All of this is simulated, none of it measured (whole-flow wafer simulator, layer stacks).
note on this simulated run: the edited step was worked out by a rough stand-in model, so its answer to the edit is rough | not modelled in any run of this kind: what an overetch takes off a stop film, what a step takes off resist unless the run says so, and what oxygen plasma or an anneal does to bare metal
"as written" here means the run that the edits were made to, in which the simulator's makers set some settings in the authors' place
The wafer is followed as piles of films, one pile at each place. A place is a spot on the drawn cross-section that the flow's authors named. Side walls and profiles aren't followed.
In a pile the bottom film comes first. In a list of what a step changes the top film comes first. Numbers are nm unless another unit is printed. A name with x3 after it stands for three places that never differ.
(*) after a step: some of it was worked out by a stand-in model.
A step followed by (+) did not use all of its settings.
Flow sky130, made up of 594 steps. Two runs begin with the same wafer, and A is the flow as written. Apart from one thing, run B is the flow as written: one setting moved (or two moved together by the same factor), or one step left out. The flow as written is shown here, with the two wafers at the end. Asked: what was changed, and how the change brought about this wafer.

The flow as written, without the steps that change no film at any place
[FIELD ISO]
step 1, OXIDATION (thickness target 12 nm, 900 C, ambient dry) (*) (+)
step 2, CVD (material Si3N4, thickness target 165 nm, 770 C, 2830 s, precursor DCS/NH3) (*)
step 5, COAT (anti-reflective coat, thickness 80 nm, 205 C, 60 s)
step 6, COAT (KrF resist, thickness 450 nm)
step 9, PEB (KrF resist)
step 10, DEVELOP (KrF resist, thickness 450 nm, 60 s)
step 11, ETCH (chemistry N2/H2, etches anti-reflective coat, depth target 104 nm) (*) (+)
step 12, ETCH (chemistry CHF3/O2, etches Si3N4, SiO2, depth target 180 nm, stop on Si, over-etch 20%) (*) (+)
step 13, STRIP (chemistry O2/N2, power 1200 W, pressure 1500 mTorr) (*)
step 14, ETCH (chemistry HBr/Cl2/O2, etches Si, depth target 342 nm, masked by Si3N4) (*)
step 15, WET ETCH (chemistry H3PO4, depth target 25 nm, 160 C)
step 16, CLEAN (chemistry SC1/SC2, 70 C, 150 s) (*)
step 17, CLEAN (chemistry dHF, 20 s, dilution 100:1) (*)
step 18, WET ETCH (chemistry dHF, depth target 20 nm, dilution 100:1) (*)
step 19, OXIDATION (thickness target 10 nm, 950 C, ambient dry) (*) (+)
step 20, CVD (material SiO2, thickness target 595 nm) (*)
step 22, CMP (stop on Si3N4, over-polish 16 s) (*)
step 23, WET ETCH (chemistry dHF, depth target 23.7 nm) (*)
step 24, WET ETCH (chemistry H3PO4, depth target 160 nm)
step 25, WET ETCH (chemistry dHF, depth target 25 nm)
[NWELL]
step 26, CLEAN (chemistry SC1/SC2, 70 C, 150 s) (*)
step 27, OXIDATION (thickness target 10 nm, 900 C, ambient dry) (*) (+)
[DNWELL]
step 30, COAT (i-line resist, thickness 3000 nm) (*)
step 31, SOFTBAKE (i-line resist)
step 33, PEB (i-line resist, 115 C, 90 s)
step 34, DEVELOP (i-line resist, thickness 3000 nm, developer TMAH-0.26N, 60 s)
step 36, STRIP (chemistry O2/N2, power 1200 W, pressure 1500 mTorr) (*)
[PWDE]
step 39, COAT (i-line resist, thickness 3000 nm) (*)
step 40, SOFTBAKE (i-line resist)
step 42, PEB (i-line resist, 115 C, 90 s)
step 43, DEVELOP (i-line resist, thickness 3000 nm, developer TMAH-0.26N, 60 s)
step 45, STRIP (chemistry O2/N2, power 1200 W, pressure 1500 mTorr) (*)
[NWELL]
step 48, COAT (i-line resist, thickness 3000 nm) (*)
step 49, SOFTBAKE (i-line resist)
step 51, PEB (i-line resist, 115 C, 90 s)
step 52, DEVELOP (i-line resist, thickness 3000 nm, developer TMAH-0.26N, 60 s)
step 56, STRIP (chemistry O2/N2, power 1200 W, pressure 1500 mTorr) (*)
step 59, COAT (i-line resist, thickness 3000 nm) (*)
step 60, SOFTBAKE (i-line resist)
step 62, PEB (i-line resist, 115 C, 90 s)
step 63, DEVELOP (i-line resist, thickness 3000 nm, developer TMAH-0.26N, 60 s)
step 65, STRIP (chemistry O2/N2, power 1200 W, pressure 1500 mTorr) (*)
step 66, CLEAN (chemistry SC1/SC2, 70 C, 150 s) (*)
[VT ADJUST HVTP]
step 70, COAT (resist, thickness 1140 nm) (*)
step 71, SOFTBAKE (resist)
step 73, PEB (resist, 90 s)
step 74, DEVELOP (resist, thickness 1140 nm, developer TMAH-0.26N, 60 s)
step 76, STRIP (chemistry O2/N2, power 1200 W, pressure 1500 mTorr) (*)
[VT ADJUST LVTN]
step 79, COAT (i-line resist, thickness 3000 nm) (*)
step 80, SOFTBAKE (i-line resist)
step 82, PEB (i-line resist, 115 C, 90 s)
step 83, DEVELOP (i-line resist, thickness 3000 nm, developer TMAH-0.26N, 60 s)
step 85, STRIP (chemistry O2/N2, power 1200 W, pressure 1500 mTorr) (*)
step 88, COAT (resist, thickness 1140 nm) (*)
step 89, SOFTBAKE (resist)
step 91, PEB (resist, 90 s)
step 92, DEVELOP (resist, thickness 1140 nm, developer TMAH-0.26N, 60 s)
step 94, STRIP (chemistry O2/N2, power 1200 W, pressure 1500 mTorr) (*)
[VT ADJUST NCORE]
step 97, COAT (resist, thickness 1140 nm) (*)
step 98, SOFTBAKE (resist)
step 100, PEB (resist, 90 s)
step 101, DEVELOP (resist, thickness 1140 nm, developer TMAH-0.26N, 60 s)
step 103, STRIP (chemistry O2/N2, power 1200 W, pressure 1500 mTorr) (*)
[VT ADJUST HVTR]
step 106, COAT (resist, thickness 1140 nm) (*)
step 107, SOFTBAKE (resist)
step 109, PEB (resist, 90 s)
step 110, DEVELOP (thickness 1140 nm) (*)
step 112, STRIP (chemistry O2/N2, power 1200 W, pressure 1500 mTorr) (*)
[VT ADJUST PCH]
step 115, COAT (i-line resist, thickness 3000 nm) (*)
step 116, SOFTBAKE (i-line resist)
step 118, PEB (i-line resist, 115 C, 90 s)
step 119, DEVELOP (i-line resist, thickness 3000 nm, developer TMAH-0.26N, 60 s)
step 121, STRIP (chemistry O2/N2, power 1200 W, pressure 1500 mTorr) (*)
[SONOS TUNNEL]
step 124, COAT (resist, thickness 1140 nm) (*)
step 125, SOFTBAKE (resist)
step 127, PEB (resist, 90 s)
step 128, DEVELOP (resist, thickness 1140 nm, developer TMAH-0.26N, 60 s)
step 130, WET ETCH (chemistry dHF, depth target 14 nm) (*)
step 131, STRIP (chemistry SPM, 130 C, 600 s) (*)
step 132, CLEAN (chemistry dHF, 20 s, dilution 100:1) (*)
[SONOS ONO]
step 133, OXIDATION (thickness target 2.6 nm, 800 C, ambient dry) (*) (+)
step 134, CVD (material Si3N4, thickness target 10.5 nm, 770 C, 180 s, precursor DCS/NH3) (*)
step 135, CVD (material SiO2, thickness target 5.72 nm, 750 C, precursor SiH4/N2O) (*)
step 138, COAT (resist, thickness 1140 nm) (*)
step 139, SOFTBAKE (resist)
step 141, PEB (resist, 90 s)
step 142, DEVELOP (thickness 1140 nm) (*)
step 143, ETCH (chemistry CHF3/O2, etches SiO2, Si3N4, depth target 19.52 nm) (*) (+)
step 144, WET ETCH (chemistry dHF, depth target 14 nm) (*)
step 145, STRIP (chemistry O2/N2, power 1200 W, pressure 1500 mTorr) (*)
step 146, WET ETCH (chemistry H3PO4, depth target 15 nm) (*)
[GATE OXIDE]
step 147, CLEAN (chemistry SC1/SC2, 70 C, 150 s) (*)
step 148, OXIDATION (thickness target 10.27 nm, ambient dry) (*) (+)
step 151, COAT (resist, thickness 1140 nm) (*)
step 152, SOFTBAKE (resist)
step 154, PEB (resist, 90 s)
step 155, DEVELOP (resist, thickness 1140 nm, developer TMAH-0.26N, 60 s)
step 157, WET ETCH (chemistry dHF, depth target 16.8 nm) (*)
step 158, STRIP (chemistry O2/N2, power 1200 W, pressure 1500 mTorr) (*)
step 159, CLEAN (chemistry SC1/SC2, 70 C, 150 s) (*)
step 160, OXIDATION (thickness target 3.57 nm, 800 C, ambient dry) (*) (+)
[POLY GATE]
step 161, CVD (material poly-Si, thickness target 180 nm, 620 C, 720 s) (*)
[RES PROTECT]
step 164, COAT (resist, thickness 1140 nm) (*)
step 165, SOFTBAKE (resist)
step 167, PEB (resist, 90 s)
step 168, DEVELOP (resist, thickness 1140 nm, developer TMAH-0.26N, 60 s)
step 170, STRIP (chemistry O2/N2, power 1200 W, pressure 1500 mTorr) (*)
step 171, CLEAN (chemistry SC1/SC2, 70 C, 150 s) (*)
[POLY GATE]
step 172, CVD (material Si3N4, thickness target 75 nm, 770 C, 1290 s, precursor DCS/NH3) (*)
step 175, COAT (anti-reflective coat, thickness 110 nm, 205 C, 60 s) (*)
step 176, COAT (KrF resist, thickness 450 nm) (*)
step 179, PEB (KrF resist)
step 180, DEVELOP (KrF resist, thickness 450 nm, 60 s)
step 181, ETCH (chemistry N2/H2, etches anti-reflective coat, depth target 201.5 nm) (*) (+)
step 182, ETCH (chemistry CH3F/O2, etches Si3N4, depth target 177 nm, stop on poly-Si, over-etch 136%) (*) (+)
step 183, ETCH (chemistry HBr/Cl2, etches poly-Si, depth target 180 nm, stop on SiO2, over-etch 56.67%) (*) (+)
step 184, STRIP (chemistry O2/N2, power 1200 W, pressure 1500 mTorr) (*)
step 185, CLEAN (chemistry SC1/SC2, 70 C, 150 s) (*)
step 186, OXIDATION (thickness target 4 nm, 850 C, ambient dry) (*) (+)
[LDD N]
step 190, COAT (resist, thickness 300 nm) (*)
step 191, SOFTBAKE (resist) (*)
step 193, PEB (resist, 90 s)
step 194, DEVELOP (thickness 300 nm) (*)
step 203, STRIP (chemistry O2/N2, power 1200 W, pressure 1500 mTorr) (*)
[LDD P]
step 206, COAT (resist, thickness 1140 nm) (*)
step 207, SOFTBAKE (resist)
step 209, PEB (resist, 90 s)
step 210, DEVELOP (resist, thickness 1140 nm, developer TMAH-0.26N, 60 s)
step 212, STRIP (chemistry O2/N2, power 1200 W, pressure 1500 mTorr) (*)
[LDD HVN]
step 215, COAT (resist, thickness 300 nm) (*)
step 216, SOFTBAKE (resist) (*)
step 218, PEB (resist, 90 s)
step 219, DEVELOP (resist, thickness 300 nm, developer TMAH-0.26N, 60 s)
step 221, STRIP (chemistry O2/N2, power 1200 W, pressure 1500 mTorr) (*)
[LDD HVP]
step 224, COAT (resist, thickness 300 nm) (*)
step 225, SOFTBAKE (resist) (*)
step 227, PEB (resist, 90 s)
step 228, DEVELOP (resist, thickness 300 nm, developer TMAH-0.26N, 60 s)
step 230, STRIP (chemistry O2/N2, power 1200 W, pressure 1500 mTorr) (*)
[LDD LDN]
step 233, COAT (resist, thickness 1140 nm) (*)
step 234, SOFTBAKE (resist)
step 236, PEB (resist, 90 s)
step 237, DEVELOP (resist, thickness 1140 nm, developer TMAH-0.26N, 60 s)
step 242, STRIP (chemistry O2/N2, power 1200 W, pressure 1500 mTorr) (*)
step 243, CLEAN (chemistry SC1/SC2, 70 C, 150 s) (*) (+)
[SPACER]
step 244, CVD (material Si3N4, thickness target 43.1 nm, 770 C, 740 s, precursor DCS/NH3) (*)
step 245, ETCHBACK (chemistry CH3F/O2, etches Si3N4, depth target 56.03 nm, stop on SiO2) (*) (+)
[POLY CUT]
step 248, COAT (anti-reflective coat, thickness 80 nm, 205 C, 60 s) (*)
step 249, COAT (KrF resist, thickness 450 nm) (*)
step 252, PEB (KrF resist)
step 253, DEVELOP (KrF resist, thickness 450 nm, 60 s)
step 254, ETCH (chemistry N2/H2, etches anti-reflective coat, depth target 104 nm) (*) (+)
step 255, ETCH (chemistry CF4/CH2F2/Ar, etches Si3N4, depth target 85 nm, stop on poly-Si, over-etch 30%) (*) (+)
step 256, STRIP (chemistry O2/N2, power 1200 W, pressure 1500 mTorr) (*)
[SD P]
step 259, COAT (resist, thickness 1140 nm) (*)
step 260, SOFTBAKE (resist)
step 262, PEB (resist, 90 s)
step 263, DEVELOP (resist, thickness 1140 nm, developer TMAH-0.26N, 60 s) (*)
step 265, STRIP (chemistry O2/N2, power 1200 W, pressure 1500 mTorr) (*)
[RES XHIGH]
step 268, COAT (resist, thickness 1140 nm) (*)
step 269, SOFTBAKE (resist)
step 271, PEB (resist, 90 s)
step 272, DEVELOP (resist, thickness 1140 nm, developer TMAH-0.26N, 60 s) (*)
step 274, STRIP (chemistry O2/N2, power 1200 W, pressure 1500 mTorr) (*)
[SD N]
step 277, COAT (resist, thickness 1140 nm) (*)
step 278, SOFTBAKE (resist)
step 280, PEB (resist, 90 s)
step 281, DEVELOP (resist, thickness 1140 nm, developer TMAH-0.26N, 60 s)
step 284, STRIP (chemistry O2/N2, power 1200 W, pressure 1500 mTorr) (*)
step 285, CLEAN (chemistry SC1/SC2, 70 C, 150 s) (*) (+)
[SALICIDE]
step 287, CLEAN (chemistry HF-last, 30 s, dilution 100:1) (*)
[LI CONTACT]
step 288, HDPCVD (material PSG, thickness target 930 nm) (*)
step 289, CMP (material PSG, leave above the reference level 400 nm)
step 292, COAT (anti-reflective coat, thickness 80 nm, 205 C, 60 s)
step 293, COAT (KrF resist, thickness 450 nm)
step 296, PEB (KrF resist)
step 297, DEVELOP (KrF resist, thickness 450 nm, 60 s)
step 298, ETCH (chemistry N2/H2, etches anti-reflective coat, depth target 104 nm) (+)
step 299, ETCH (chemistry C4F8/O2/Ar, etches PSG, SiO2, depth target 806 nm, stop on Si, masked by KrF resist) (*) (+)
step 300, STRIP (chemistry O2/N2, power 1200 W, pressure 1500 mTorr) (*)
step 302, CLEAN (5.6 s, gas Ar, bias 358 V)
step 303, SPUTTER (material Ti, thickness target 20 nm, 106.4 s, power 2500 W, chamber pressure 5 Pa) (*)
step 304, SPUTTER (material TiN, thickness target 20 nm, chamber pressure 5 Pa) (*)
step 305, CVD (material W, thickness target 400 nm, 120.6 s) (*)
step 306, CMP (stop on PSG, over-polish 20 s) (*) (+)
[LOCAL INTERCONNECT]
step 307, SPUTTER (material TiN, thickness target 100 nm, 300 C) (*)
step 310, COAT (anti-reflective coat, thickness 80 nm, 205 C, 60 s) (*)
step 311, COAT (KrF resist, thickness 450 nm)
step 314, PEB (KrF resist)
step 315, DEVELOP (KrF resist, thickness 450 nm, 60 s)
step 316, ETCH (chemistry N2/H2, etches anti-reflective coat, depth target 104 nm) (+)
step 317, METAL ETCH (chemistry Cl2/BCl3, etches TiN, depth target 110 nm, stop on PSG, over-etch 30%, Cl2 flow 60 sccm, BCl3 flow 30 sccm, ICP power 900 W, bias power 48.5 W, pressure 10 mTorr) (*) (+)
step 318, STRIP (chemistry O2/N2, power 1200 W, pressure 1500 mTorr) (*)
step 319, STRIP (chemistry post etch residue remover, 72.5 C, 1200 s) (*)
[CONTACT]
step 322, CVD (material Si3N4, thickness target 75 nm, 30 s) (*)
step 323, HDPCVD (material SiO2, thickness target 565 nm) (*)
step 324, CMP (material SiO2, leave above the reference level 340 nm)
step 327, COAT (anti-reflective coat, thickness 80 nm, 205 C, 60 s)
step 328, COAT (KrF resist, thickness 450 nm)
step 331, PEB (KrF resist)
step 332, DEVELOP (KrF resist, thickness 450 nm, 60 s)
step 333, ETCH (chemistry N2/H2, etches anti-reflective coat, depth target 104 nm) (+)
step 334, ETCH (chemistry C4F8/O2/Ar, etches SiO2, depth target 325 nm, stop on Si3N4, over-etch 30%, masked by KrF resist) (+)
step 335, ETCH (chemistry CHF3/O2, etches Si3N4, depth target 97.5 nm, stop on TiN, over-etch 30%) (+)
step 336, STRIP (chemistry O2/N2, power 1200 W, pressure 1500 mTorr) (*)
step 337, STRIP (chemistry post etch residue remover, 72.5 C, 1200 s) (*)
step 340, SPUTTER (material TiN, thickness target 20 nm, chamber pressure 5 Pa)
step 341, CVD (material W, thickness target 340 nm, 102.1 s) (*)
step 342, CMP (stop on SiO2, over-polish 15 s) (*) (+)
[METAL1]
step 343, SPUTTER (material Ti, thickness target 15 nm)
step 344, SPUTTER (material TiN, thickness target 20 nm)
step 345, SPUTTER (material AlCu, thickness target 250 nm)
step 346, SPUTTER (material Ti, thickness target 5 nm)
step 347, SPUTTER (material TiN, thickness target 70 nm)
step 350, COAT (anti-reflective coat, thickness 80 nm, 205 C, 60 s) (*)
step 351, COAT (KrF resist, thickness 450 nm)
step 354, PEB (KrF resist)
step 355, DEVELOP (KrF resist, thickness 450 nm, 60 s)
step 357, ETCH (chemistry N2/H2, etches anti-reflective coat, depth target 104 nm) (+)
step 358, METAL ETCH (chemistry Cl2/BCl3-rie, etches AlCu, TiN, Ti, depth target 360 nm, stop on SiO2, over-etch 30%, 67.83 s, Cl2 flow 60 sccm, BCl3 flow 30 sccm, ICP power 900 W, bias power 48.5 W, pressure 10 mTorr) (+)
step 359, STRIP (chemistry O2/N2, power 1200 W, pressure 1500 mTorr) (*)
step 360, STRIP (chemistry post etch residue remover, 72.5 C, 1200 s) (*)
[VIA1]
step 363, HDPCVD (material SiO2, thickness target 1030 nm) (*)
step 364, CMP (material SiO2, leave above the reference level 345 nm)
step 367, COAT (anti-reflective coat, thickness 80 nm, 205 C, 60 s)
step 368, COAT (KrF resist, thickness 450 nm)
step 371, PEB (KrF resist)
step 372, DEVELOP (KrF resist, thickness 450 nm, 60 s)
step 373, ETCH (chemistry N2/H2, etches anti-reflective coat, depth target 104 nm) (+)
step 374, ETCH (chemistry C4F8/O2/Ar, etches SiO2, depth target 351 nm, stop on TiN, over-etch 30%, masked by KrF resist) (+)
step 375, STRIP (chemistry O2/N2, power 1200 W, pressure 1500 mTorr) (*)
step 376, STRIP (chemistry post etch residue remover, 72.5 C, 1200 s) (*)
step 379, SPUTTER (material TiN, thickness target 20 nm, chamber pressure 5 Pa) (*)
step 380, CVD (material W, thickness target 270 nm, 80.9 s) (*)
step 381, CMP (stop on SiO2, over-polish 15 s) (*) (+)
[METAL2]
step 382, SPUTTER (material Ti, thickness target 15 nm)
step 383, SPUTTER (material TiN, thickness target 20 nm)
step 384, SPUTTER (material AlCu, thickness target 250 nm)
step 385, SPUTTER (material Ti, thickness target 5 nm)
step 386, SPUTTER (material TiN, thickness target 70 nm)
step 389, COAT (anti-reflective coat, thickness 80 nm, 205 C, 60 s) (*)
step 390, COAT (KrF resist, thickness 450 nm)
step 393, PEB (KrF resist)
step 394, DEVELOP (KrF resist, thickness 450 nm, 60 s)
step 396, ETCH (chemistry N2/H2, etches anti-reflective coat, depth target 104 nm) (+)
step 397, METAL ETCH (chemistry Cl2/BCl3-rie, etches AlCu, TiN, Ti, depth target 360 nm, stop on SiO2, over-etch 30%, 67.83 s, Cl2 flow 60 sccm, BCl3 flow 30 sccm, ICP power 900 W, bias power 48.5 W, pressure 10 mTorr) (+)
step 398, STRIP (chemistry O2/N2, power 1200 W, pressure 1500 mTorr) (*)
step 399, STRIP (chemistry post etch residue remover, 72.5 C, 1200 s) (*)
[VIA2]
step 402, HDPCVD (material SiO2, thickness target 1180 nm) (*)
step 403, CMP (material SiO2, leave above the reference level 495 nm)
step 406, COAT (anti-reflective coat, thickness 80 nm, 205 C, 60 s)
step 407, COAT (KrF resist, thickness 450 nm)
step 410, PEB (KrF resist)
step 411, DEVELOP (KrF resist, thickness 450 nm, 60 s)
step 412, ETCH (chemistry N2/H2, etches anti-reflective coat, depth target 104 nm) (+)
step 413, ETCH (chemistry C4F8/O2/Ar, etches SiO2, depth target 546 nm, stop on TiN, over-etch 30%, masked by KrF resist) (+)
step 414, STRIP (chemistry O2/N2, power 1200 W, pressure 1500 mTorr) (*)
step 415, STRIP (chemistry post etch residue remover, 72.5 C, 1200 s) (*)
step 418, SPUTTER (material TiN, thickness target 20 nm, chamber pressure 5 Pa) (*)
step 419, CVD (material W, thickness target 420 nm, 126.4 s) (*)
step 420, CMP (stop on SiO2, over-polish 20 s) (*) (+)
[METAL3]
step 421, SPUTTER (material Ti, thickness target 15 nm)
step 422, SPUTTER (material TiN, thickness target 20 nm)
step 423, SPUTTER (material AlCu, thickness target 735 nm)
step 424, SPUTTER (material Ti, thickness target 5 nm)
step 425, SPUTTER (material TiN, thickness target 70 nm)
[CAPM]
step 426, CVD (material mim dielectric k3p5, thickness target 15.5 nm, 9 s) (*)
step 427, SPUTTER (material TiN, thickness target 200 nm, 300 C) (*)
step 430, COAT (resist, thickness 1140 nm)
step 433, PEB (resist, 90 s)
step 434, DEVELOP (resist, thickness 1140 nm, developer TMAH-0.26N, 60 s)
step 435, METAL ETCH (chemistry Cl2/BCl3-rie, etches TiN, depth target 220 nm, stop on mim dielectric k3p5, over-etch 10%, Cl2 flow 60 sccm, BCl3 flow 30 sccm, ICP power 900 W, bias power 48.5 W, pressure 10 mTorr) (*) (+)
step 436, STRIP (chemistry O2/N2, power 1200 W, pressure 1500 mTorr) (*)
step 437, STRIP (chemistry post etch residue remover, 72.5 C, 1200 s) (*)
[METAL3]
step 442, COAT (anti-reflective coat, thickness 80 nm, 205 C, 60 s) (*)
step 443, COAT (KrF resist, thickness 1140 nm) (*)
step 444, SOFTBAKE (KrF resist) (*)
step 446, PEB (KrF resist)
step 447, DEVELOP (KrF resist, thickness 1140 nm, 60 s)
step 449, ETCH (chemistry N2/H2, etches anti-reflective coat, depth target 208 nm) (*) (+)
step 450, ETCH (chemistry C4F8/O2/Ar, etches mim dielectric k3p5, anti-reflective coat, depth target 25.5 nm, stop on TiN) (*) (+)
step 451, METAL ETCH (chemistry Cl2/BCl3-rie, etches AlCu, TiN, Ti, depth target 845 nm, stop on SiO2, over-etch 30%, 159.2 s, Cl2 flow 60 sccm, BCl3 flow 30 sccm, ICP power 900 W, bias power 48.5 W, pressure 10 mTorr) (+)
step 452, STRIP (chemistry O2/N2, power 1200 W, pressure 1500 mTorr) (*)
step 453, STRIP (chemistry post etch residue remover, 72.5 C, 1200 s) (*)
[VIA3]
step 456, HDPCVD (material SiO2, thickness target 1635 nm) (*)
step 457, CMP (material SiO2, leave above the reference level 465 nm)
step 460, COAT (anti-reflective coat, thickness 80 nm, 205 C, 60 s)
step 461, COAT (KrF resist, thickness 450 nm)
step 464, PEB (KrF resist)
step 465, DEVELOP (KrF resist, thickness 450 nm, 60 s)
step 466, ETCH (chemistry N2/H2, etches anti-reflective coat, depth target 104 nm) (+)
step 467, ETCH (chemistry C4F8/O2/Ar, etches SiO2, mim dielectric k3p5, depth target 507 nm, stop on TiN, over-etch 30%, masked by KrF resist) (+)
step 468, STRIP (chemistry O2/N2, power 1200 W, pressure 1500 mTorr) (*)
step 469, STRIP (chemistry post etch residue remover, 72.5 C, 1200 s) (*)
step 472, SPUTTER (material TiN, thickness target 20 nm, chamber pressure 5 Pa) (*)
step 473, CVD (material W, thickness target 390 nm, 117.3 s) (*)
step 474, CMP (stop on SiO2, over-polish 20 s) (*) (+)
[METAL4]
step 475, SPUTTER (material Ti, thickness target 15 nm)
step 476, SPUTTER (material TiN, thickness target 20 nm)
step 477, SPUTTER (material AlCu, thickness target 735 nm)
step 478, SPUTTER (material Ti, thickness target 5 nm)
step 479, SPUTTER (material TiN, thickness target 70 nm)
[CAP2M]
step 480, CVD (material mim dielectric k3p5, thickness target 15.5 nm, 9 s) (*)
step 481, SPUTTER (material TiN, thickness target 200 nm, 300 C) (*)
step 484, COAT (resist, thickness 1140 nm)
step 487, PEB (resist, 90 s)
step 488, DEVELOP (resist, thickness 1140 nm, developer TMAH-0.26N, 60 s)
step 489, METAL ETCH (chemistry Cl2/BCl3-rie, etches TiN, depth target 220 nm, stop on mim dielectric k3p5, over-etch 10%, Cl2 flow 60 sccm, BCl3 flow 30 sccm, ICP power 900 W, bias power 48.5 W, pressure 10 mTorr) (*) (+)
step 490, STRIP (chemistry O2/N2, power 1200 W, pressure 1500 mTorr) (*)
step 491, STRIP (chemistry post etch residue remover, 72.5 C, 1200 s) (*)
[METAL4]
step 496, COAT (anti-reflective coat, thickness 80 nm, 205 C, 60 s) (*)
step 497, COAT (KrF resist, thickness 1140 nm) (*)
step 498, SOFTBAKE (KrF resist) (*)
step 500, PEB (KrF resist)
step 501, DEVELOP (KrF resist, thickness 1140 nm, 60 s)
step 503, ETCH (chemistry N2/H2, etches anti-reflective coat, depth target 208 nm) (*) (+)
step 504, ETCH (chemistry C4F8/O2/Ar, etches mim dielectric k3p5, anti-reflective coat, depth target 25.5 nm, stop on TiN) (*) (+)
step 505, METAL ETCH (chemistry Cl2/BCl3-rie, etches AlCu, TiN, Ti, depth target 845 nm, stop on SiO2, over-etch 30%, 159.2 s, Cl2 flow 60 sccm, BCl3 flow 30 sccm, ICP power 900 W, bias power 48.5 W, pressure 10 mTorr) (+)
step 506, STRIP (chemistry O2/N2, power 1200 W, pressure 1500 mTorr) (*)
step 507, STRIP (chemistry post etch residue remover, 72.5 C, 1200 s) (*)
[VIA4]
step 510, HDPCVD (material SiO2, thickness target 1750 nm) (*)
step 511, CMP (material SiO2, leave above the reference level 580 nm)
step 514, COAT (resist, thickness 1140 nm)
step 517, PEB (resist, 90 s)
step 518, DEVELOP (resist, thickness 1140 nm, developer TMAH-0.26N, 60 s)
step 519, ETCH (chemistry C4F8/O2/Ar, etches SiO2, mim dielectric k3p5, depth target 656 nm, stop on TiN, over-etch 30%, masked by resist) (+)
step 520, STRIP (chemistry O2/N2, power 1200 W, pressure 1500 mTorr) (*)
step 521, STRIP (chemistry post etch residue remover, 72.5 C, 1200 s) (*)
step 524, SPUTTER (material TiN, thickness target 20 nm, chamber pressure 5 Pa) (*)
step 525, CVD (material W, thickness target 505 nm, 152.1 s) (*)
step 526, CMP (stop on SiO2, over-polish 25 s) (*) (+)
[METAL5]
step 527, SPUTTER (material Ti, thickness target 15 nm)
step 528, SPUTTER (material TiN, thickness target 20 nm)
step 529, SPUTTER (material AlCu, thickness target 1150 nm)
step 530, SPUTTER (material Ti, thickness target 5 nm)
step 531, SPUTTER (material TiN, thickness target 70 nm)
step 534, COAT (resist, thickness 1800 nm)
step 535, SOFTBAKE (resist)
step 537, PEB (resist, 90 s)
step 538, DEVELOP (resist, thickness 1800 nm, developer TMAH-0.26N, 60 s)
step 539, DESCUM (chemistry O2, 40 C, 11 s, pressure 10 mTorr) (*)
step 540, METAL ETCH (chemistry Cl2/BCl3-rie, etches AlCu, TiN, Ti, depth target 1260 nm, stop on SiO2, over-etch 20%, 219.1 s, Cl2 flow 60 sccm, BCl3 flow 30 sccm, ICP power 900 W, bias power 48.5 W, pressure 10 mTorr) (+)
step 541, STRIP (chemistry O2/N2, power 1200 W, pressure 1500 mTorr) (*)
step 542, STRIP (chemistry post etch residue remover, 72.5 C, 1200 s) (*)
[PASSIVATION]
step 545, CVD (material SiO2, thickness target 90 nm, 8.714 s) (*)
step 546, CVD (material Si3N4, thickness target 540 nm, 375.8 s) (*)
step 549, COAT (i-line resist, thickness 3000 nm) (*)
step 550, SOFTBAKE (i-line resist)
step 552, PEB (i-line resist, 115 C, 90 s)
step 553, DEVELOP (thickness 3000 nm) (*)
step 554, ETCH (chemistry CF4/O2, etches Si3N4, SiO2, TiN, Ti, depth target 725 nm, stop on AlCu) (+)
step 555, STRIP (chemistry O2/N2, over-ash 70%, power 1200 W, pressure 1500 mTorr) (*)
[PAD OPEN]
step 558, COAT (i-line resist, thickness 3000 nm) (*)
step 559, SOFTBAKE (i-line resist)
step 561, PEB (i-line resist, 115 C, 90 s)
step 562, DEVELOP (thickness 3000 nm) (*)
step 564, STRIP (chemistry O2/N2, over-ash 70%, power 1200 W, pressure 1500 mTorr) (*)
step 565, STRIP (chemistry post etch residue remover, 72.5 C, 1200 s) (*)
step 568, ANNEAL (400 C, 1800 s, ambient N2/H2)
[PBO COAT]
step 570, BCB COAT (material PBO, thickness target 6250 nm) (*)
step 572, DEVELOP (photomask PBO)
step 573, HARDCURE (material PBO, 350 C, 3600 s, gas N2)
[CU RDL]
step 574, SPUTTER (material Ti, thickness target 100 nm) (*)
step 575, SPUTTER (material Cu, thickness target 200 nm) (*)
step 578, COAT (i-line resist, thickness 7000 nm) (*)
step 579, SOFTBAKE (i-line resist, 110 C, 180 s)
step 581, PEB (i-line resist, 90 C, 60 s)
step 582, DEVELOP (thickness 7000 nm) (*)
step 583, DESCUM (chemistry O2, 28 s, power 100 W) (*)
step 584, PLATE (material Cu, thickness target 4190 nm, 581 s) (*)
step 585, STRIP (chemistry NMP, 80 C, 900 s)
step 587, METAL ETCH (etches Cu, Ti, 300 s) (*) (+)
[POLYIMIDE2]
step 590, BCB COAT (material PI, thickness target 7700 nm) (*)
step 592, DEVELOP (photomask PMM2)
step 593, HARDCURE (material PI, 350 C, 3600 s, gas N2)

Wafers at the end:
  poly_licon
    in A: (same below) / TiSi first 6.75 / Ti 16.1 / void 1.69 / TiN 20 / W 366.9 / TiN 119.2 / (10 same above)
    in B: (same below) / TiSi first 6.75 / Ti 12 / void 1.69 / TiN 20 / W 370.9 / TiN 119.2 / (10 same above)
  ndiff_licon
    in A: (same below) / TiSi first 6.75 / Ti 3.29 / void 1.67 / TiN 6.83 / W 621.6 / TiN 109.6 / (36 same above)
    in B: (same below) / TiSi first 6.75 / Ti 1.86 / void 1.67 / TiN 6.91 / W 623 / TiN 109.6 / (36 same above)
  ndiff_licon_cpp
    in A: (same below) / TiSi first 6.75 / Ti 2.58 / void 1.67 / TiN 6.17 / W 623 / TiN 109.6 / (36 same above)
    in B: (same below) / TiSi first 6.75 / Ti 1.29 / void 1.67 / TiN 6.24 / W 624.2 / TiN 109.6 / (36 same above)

What caused this: step 303, SPUTTER: 85.1 s was run, while the flow as written has 106.4 s.

How this came from the change, step by step:
  step 303, SPUTTER (material Ti, thickness target 20 nm, 106.4 s, power 2500 W, chamber pressure 5 Pa) (*)
      field, active, n_well and 185 more: A +20 Ti (new film) | B +16 Ti (new film)
      ndiff_licon: A +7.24 Ti (new film) | B +5.81 Ti (new film)
      (also at 2 further places)
  step 306, CMP (stop on PSG, over-polish 20 s) (*) (+)
      field, active, n_well and 184 more: A -400 W (all of it), -20 TiN (all of it), -20 Ti (all of it), -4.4 PSG | B -400 W (all of it), -20 TiN (all of it), -16 Ti (all of it), -4.4 PSG
      poly_licon: A -33.1 W | B -29.1 W
